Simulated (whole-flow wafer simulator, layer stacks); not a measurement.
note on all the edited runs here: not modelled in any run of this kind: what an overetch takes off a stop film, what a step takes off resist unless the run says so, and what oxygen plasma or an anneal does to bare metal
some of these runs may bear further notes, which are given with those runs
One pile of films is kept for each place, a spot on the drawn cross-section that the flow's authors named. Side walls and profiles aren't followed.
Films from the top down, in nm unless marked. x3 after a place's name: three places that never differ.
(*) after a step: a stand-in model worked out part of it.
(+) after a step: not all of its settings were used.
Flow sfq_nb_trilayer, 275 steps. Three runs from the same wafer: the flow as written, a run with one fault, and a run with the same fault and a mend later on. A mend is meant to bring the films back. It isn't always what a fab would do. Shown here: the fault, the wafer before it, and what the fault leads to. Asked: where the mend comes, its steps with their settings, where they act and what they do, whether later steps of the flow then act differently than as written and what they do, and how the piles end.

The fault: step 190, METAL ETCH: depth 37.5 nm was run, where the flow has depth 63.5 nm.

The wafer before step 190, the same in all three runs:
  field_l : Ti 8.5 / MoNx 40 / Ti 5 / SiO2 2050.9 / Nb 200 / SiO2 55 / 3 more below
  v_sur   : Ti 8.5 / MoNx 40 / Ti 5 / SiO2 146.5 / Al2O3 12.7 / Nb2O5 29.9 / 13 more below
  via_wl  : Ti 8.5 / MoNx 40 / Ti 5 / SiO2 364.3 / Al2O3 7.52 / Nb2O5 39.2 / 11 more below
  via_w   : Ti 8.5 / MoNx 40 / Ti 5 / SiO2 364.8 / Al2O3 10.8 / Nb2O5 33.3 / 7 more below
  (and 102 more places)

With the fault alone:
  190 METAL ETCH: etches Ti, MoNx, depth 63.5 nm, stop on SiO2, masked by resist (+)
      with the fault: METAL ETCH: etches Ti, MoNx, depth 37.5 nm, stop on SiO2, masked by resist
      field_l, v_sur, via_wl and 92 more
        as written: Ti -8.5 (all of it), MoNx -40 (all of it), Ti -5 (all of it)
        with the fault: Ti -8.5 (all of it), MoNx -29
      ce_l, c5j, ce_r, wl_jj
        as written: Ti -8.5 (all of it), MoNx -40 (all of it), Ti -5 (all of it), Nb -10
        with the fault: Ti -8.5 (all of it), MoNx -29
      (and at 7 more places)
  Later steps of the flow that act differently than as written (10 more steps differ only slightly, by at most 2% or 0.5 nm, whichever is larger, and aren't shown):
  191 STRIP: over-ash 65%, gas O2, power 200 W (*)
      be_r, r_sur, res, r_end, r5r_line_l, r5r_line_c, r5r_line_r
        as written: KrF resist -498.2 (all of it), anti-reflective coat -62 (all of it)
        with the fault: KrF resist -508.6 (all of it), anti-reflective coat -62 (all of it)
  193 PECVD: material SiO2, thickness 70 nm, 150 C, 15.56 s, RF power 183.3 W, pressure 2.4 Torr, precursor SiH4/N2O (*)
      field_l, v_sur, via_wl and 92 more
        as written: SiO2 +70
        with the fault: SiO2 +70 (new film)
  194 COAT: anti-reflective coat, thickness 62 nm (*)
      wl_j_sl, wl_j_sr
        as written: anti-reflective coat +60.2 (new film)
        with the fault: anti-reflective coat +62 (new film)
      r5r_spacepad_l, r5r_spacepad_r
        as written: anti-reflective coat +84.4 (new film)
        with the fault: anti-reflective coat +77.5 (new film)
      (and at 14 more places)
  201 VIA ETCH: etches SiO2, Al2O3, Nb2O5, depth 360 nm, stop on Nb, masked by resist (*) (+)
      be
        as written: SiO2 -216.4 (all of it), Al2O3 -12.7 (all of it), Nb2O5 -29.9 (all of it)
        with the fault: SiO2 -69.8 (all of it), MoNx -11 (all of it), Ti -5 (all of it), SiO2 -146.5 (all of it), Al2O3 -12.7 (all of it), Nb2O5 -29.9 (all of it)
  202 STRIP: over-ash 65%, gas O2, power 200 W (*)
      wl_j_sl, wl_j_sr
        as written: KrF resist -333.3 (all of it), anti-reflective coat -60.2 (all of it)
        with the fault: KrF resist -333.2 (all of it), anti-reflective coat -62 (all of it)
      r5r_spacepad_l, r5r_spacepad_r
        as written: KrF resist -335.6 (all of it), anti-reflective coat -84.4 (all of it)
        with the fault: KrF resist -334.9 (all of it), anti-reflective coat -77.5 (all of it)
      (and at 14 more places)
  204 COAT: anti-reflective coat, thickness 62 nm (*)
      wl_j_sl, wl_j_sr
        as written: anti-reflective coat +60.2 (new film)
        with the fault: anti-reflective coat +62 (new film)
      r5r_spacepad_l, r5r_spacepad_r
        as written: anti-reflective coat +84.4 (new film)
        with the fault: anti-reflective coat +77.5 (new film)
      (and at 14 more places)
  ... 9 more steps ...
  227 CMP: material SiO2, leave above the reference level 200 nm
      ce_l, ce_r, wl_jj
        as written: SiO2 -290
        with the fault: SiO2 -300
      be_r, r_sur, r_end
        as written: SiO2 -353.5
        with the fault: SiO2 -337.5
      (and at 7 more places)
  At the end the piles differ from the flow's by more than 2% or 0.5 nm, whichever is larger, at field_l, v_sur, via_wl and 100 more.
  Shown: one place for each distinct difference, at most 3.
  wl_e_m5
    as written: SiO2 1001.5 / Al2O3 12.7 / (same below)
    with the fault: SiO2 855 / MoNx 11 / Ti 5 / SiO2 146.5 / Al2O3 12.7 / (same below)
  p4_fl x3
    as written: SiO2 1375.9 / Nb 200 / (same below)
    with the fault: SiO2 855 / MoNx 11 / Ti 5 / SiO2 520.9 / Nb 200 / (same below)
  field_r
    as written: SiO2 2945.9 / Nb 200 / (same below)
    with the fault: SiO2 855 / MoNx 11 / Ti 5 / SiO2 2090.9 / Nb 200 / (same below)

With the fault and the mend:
  The mend comes after step 190.
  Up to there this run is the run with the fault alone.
  190a METAL ETCH: etches Ti, MoNx, depth 26 nm, stop on SiO2, masked by resist (+) (the flow's step 190 once more, with other settings)
      field_l, v_sur, via_wl and 92 more
        MoNx -11 (all of it), Ti -5 (all of it)
      be_r, r_sur, res, r_end, r5r_line_l, r5r_line_c, r5r_line_r
        KrF resist -10.4
      ce_l, c5j, ce_r, wl_jj
        MoNx -11 (all of it), Ti -5 (all of it), Nb -10
  No later step of the flow acts differently than as written at any place that is followed.
  At the end the piles are the same as the flow's at every place that both follow.
